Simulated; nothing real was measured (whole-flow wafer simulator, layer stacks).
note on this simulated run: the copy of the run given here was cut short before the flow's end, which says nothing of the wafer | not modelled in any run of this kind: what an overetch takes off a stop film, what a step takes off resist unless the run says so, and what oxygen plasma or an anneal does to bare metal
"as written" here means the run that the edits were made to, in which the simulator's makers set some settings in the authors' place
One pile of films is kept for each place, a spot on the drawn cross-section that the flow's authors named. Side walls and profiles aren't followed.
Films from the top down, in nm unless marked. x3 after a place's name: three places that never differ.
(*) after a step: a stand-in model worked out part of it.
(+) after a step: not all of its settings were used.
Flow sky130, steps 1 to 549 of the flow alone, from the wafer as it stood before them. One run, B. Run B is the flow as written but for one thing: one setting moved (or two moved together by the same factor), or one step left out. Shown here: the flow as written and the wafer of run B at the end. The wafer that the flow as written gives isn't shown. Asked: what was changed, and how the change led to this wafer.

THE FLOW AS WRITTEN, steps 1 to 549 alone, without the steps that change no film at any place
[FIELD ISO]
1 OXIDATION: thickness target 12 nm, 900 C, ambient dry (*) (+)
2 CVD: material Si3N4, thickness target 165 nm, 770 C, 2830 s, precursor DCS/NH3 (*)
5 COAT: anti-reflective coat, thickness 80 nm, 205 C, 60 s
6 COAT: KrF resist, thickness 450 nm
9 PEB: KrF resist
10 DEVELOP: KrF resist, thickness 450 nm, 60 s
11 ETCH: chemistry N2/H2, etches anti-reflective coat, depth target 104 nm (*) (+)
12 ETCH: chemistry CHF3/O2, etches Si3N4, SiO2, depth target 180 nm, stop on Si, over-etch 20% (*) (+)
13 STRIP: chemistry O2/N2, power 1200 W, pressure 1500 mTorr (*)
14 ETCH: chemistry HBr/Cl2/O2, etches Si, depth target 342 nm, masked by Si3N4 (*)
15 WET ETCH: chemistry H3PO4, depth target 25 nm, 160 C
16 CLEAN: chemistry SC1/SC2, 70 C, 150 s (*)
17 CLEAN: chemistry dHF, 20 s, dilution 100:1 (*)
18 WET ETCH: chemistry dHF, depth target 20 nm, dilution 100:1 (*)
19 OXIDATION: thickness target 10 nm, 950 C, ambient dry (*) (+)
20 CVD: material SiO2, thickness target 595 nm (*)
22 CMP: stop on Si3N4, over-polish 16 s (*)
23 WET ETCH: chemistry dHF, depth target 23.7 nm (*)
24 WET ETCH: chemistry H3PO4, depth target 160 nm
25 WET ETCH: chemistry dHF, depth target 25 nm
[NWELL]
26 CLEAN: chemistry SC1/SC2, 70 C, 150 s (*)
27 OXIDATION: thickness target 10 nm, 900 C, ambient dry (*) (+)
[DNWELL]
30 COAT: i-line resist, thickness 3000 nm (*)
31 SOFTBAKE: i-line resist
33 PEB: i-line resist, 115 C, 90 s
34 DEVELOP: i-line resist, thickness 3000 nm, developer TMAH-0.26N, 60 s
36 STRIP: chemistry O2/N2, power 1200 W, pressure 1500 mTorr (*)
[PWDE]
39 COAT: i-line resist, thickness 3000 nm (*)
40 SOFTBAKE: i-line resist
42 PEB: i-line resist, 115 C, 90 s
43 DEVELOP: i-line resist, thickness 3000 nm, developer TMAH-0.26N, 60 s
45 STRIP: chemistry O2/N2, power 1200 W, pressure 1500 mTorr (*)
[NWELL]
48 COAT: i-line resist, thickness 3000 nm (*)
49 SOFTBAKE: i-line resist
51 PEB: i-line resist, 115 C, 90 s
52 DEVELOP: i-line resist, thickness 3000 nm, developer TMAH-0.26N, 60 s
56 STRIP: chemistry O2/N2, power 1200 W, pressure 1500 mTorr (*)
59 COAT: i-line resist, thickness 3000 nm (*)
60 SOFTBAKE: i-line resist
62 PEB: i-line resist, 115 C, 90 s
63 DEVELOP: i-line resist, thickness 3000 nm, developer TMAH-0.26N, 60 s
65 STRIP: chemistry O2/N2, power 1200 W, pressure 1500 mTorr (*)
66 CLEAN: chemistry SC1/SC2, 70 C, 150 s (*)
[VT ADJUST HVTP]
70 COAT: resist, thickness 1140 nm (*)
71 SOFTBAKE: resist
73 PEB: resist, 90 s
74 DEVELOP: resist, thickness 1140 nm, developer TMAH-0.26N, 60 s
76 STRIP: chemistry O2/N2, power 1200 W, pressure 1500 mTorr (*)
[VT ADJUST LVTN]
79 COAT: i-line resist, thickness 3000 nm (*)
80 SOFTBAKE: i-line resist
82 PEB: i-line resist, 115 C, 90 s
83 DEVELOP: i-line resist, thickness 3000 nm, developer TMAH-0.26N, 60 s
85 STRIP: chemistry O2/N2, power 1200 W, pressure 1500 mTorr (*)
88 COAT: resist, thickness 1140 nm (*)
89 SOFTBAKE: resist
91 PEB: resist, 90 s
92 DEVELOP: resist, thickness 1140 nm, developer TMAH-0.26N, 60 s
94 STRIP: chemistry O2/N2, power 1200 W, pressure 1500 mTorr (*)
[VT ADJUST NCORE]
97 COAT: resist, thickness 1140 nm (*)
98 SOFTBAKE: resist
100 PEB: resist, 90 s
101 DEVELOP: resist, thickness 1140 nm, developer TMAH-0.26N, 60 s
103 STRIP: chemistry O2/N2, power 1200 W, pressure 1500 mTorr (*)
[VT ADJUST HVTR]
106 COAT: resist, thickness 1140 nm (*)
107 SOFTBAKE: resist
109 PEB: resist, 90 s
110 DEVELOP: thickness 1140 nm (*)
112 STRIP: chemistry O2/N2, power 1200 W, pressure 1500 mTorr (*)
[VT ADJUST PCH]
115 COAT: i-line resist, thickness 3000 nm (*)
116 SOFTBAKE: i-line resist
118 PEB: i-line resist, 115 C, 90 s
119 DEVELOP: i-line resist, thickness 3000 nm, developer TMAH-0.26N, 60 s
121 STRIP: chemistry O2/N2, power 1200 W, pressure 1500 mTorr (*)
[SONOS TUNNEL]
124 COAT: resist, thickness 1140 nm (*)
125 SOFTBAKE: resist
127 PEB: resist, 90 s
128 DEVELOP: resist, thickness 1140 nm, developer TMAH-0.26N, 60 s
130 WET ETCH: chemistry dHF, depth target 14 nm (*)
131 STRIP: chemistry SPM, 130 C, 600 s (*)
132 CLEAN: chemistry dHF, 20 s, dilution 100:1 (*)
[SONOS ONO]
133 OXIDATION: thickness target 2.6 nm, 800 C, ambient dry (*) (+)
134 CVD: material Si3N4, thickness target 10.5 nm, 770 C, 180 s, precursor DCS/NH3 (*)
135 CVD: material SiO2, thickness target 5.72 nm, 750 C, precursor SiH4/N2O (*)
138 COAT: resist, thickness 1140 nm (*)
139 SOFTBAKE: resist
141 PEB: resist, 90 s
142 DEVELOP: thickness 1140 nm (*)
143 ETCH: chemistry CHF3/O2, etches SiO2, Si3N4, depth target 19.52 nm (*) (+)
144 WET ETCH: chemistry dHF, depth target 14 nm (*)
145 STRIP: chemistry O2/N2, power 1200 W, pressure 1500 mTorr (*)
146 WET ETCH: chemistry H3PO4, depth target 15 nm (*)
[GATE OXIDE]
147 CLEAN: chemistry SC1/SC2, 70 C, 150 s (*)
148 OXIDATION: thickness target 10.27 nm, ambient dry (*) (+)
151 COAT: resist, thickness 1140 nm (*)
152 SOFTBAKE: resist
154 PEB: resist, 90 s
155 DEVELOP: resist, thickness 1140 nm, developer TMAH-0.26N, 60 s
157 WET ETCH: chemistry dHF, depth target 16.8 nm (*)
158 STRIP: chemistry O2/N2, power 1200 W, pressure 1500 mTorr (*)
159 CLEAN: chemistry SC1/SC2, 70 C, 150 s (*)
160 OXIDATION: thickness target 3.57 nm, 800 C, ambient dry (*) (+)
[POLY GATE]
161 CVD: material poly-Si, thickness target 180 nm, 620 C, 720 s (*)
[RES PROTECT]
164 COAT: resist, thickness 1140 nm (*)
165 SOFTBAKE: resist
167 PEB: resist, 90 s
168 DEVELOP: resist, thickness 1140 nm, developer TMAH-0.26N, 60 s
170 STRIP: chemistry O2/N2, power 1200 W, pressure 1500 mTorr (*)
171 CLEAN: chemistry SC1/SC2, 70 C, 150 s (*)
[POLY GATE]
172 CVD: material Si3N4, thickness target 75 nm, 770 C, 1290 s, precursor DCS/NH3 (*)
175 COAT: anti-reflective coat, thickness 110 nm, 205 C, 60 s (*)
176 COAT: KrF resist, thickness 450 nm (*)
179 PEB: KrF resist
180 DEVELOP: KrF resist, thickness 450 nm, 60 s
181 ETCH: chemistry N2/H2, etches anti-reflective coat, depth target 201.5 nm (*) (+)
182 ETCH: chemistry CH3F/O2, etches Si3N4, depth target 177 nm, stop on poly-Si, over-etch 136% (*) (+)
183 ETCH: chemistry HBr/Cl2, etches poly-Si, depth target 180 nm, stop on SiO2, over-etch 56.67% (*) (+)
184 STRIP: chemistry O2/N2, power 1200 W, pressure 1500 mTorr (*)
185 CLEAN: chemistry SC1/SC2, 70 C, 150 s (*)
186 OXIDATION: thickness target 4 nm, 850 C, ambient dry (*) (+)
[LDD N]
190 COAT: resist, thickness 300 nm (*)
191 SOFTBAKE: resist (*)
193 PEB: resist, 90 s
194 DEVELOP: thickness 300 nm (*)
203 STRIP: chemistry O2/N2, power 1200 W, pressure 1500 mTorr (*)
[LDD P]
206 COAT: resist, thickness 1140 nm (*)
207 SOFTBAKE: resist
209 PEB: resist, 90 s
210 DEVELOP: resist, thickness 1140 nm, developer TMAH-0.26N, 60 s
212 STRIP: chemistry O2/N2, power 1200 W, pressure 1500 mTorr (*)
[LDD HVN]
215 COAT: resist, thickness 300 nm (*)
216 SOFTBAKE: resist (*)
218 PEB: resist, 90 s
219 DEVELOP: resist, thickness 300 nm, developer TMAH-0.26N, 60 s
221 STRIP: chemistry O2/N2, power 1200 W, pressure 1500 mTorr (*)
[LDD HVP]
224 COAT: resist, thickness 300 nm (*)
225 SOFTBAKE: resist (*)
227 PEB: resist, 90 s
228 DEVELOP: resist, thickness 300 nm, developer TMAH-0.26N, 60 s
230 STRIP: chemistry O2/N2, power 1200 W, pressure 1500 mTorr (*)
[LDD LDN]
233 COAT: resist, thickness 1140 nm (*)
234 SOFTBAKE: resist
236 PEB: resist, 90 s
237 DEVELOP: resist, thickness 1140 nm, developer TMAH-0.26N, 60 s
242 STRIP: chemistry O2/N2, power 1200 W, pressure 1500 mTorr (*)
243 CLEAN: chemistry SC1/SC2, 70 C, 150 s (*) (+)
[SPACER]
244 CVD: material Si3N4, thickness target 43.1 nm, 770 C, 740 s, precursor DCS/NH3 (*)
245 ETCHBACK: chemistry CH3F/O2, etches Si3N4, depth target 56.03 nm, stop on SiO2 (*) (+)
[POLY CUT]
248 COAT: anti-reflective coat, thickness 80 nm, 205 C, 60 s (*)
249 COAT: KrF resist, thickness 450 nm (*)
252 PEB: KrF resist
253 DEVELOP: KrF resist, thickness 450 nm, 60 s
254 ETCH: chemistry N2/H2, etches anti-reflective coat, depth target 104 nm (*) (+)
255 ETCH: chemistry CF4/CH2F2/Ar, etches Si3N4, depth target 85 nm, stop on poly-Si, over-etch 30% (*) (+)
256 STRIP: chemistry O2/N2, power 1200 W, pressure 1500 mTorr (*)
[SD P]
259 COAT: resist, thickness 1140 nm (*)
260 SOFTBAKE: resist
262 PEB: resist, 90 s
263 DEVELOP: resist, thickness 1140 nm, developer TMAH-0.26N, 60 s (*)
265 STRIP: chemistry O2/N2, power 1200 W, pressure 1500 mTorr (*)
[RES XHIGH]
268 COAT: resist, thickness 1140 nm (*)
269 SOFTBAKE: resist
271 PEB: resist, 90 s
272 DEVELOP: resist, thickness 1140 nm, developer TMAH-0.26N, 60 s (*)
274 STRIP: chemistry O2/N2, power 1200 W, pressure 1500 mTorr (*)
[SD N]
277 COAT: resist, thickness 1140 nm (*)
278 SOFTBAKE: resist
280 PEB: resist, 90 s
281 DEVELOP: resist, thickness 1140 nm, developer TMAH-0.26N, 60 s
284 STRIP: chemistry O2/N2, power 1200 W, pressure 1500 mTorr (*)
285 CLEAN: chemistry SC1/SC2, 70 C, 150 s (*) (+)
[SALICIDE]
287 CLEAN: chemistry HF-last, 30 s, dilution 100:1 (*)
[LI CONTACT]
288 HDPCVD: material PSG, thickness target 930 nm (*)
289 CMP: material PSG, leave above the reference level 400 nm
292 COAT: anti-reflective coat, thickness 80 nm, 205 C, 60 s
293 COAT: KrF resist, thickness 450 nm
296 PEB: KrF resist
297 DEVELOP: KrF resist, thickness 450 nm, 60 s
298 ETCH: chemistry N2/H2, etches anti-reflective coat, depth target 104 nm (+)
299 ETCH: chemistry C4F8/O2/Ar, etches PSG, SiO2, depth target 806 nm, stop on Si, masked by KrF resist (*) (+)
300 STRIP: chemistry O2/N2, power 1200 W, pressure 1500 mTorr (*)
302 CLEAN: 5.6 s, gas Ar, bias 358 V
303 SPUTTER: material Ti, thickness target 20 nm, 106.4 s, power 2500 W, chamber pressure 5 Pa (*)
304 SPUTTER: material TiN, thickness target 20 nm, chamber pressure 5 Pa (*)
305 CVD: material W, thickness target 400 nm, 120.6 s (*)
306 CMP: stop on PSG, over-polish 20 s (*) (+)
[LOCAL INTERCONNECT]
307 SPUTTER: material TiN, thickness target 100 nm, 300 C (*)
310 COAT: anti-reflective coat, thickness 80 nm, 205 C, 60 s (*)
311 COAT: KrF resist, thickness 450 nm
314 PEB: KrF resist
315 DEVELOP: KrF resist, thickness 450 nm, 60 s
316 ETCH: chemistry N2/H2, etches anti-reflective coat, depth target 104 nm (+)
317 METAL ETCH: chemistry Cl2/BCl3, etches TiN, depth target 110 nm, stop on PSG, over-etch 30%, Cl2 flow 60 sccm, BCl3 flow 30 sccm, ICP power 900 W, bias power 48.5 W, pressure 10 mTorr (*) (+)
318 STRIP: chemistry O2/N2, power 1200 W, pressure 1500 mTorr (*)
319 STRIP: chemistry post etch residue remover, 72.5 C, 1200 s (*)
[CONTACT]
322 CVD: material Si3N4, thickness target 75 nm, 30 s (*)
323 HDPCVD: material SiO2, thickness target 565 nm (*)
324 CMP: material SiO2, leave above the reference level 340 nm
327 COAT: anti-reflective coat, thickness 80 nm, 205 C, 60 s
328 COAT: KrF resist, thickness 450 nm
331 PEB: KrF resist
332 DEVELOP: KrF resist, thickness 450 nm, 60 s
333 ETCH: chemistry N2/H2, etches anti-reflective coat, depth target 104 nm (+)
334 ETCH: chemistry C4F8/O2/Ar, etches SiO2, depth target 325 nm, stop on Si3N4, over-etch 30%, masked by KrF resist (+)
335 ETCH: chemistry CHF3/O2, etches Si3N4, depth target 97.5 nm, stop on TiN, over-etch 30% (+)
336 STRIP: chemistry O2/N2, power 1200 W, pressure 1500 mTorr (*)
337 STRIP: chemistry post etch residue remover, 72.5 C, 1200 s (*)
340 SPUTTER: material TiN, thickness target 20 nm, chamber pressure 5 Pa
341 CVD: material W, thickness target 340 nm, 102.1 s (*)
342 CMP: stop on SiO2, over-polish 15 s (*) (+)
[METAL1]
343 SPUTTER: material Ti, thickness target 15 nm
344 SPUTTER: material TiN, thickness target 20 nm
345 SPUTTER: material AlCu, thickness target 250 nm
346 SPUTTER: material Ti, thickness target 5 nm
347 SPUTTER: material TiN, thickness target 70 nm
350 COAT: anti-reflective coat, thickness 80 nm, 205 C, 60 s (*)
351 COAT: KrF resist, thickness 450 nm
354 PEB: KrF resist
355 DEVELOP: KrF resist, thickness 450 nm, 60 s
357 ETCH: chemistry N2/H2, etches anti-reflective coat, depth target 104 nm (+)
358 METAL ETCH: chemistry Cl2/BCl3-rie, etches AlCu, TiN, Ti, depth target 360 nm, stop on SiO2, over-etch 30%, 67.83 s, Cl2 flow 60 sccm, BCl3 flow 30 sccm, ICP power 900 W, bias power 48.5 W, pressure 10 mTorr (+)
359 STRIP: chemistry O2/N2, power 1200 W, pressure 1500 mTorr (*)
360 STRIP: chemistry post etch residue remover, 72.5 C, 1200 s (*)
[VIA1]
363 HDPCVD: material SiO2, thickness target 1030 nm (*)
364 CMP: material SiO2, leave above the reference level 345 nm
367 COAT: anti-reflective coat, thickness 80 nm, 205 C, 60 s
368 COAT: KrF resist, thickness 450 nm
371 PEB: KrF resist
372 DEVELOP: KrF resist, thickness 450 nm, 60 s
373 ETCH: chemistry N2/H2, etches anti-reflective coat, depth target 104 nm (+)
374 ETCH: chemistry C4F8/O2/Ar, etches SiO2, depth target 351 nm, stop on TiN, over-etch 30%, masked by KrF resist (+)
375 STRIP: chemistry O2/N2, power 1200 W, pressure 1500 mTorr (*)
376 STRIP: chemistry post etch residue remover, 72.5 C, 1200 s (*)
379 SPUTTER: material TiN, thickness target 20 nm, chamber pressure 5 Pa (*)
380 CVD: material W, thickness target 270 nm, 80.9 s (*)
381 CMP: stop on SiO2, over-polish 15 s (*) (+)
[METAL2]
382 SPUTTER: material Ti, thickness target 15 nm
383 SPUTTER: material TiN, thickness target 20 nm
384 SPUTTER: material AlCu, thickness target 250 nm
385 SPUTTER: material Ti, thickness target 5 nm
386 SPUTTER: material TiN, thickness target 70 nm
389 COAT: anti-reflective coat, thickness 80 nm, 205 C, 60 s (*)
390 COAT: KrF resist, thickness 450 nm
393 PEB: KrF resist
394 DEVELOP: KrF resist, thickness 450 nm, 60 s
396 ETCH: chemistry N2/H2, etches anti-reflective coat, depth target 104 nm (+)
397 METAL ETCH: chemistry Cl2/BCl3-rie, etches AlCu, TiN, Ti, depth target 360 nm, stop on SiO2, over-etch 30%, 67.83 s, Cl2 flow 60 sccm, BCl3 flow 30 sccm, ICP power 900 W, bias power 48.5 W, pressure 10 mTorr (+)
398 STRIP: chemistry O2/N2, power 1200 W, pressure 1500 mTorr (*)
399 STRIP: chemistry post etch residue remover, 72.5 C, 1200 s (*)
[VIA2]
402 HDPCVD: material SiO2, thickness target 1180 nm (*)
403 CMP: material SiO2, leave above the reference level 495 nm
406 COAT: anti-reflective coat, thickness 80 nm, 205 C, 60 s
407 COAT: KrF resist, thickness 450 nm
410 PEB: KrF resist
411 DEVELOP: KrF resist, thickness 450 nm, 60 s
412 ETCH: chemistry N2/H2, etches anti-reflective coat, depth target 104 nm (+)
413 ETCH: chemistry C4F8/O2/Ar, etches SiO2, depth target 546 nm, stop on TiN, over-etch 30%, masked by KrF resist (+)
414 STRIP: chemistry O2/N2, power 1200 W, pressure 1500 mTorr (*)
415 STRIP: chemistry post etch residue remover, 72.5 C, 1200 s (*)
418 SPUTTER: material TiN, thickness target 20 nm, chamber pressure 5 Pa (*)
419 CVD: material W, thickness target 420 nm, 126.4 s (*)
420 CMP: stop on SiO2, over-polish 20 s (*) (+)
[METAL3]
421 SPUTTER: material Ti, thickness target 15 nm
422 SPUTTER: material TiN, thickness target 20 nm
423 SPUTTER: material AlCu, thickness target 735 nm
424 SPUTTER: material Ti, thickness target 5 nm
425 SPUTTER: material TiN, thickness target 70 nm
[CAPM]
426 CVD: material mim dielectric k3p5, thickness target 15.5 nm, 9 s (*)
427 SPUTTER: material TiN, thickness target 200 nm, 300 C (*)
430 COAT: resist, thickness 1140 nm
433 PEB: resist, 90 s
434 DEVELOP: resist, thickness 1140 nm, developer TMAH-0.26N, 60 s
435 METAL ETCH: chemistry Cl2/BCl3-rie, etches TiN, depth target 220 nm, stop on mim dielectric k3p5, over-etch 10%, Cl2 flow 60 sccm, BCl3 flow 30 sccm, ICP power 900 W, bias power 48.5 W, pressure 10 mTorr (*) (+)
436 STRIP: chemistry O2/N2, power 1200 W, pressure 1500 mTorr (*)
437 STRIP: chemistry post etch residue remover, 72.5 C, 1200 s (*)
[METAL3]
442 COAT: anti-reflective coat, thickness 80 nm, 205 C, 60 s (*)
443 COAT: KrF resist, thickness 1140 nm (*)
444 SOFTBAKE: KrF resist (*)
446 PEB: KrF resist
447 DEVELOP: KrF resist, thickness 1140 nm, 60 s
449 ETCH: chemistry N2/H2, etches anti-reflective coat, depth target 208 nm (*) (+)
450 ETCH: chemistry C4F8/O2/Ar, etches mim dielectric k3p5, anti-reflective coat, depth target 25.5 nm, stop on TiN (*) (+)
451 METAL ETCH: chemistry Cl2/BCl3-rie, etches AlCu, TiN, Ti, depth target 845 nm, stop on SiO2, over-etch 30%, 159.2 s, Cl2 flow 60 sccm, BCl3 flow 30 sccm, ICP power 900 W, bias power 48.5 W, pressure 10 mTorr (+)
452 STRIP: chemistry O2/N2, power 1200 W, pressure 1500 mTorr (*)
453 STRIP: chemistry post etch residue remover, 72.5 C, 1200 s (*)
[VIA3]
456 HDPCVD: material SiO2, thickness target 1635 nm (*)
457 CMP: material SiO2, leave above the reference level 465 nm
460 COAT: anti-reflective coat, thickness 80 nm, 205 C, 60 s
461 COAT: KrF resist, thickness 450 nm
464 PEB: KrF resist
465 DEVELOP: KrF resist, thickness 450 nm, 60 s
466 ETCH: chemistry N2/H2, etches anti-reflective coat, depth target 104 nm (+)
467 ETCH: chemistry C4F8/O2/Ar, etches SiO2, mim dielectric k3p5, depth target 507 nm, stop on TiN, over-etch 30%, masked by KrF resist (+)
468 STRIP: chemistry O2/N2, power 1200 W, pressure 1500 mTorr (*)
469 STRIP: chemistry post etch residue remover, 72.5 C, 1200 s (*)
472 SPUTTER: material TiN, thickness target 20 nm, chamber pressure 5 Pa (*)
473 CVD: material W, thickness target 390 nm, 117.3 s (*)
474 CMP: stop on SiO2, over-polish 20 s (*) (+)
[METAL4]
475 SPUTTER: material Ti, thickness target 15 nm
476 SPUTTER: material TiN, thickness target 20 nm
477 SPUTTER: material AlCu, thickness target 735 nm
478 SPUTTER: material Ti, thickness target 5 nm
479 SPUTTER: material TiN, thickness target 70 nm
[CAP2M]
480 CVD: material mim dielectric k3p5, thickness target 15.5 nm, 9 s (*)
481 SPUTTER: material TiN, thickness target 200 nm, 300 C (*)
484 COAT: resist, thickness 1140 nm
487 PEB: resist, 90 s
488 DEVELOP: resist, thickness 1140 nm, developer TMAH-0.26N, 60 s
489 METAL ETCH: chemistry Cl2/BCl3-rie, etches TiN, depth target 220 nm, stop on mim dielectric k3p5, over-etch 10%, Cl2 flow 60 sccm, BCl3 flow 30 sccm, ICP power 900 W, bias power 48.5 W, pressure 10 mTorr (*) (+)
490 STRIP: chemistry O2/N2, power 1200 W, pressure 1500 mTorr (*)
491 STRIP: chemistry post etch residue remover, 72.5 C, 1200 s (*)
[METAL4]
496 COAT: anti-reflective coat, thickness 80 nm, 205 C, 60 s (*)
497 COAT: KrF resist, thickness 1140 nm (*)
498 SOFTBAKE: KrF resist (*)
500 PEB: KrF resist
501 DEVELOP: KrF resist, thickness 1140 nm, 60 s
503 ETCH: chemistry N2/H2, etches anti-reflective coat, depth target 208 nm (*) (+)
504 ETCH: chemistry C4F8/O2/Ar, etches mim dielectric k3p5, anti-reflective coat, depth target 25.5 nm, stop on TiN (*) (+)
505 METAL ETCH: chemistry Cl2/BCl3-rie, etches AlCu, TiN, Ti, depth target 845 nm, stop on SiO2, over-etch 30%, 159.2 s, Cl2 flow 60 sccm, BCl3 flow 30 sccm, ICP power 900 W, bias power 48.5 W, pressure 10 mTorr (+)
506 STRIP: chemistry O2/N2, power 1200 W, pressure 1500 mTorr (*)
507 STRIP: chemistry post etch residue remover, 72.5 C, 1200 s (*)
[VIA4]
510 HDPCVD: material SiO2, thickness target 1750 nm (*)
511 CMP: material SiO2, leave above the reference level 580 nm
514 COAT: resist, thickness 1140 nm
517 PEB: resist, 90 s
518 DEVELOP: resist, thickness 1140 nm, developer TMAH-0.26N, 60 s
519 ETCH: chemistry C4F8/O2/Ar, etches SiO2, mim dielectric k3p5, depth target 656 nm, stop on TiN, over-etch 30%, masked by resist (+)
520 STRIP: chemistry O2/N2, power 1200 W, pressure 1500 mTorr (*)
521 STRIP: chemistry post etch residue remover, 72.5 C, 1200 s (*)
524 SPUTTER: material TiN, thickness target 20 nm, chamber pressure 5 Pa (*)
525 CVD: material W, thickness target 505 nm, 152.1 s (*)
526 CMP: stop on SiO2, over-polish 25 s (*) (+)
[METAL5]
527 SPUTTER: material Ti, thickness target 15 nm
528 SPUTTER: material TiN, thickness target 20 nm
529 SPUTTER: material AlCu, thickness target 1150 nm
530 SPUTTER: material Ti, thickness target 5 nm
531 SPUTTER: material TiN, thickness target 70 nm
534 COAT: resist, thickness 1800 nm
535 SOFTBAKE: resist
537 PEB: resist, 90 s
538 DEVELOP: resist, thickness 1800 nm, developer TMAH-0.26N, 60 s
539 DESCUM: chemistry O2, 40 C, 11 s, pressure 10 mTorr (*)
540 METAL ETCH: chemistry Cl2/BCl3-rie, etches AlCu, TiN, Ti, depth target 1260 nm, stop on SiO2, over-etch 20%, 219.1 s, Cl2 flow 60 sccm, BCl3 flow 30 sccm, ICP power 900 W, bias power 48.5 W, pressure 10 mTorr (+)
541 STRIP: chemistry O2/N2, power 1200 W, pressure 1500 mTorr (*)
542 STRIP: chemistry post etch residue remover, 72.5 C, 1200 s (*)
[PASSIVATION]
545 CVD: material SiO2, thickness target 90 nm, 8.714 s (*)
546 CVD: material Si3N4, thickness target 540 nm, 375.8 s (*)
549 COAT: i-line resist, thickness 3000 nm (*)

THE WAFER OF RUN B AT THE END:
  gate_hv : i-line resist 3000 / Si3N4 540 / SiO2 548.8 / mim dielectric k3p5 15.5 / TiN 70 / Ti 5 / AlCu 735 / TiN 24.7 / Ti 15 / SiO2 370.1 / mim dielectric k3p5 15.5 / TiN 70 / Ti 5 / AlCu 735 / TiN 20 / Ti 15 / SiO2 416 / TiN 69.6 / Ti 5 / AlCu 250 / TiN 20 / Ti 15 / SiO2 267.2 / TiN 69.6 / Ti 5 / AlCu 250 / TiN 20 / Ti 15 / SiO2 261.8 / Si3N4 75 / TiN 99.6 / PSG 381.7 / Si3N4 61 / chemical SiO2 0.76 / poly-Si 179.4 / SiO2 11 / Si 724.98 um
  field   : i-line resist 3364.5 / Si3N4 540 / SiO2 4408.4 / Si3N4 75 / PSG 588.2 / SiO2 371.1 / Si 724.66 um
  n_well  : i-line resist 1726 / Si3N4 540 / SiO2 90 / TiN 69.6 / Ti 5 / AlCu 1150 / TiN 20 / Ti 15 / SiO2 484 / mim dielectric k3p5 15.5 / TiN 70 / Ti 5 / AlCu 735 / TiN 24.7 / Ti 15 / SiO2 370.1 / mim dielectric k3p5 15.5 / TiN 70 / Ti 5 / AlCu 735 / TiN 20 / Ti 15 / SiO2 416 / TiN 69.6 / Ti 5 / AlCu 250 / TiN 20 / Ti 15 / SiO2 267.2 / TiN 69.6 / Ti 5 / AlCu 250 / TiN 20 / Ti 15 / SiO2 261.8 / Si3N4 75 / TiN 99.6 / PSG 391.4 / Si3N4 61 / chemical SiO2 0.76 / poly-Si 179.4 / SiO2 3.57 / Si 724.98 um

The cause: step 476, SPUTTER: thickness target 24.7 nm was run, where the flow has thickness target 20 nm.
It can be read off the wafer: gate_hv has TiN 24.7, and step 476 as written asks for 20 nm.

How the change led to this, step by step:
  476 SPUTTER: material TiN, thickness target 20 nm
      field, active, n_well and 189 more: TiN +24.7 (new film) (as written it would be: TiN +20 (new film))
  505 METAL ETCH: chemistry Cl2/BCl3-rie, etches AlCu, TiN, Ti, depth target 845 nm, stop on SiO2, over-etch 30%, 159.2 s, Cl2 flow 60 sccm, BCl3 flow 30 sccm, ICP power 900 W, bias power 48.5 W, pressure 10 mTorr (+)
      field, active, gate and 70 more: TiN -70 (all of it), Ti -5 (all of it), AlCu -735 (all of it), TiN -24.7 (all of it), Ti -15 (all of it), SiO2 -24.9 (as written it would be: TiN -70 (all of it), Ti -5 (all of it), AlCu -735 (all of it), TiN -20 (all of it), Ti -15 (all of it), SiO2 -25.4)
      vpp_iso1, mim_edge_plate, m1_ln and 12 more: TiN -70 (all of it), Ti -5 (all of it), AlCu -735 (all of it), TiN -24.7 (all of it), Ti -15 (all of it), SiO2 -24.9 (as written it would be: TiN -70 (all of it), Ti -5 (all of it), AlCu -735 (all of it), TiN -20 (all of it), Ti -15 (all of it), SiO2 -25.3)
